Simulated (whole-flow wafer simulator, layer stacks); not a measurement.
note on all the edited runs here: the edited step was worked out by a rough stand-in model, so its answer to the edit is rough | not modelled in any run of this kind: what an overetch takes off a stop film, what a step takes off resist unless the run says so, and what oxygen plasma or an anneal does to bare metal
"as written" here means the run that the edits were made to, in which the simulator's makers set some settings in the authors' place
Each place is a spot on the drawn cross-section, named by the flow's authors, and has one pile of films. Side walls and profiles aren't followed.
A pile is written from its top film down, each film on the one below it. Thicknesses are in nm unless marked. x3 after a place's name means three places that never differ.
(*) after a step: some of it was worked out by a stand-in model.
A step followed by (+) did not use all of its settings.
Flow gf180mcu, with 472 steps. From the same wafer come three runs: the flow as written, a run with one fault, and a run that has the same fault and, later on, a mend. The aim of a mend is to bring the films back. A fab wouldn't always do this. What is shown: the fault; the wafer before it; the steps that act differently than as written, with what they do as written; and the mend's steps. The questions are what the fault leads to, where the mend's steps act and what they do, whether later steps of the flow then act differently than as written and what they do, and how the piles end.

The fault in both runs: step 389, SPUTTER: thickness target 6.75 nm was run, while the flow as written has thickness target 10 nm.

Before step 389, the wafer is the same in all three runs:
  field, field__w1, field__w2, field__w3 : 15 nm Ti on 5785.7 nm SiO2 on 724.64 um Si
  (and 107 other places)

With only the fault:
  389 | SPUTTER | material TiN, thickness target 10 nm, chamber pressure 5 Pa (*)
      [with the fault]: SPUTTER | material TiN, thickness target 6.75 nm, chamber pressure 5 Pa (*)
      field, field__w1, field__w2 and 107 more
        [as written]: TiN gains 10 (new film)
        [with the fault]: TiN gains 6.75 (new film)
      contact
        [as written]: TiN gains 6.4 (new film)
        [with the fault]: TiN gains 4.33 (new film)
  Steps further on in the flow that do not act as written (1 more step, not shown, differs only slightly: by at most 2% or 0.5 nm, whichever is larger):
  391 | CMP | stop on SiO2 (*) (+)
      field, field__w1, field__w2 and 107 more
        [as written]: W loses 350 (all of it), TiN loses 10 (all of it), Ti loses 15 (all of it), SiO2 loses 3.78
        [with the fault]: W loses 350 (all of it), TiN loses 6.75 (all of it), Ti loses 15 (all of it), SiO2 loses 3.75
  By the end, the piles at contact depart from the flow's by more than 2% or 0.5 nm, whichever is larger.
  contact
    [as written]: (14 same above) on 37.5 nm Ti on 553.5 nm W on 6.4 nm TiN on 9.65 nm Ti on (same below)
    [with the fault]: (14 same above) on 37.5 nm Ti on 555.6 nm W on 4.33 nm TiN on 9.65 nm Ti on (same below)

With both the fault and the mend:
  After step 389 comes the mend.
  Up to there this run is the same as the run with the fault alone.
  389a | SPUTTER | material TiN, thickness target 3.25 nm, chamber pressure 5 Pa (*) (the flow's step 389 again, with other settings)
      field, field__w1, field__w2 and 107 more
        TiN gains 3.25
      contact
        TiN gains 2.08
  Every later step of the flow that is run acts as written at every place that is followed.
  By the end, the piles equal the flow's at every place that both follow.
